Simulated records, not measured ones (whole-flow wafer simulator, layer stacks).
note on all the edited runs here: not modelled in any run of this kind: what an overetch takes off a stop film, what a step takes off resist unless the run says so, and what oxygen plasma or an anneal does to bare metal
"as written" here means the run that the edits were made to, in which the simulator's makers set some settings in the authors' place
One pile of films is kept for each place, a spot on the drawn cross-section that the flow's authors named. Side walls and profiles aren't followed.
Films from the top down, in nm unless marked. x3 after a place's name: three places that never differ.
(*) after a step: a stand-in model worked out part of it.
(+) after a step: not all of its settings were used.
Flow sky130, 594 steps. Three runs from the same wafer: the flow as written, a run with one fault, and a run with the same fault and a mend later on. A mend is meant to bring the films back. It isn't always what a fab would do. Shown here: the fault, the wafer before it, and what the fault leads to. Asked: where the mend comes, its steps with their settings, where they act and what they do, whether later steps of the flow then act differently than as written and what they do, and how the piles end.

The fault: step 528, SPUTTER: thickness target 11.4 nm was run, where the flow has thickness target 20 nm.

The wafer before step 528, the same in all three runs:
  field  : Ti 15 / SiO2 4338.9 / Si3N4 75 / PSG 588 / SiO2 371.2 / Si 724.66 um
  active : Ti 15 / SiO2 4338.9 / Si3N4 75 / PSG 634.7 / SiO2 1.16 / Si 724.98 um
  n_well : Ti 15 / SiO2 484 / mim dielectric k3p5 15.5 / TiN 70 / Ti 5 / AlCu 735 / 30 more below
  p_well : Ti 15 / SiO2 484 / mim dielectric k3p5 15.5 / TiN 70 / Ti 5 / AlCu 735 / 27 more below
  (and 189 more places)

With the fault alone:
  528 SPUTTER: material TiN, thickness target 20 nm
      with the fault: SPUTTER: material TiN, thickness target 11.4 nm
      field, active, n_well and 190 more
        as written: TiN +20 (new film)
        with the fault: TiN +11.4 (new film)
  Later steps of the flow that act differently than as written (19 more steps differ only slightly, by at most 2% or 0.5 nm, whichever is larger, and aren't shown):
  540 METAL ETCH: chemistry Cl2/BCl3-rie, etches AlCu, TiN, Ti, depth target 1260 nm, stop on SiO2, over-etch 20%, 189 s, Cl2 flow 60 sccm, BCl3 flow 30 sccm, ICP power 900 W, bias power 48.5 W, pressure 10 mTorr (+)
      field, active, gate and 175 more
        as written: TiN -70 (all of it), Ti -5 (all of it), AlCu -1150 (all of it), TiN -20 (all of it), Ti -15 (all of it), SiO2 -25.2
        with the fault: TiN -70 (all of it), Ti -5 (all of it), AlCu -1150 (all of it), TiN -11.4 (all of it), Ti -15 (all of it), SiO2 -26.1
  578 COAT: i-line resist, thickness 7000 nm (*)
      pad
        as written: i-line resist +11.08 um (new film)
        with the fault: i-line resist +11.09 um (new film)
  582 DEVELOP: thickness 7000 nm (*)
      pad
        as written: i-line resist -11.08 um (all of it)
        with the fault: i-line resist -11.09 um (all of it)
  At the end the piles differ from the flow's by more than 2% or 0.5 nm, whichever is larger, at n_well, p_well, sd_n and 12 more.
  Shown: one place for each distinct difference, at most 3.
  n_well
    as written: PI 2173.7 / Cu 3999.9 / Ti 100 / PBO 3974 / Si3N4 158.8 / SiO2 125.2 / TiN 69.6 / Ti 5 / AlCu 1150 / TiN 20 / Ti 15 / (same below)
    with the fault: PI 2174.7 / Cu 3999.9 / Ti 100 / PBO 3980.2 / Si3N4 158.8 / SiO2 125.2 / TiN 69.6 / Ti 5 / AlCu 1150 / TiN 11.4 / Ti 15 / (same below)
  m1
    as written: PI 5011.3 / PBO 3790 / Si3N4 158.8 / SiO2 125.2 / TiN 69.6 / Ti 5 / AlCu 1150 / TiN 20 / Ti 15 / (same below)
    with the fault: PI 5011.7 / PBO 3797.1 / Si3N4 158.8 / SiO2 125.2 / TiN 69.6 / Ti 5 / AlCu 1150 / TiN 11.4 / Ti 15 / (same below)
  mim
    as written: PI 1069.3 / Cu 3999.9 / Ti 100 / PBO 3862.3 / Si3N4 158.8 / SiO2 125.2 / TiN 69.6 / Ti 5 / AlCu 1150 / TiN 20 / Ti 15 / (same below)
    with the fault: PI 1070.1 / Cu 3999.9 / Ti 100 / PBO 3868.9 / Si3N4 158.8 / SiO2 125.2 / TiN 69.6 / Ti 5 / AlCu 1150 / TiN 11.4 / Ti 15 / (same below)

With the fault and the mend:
  The mend comes after step 528.
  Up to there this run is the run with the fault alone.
  528a SPUTTER: material TiN, thickness target 8.6 nm (the flow's step 528 once more, with other settings)
      field, active, n_well and 190 more
        TiN +8.6
  No later step of the flow acts differently than as written at any place that is followed.
  At the end the piles are the same as the flow's at every place that both follow.
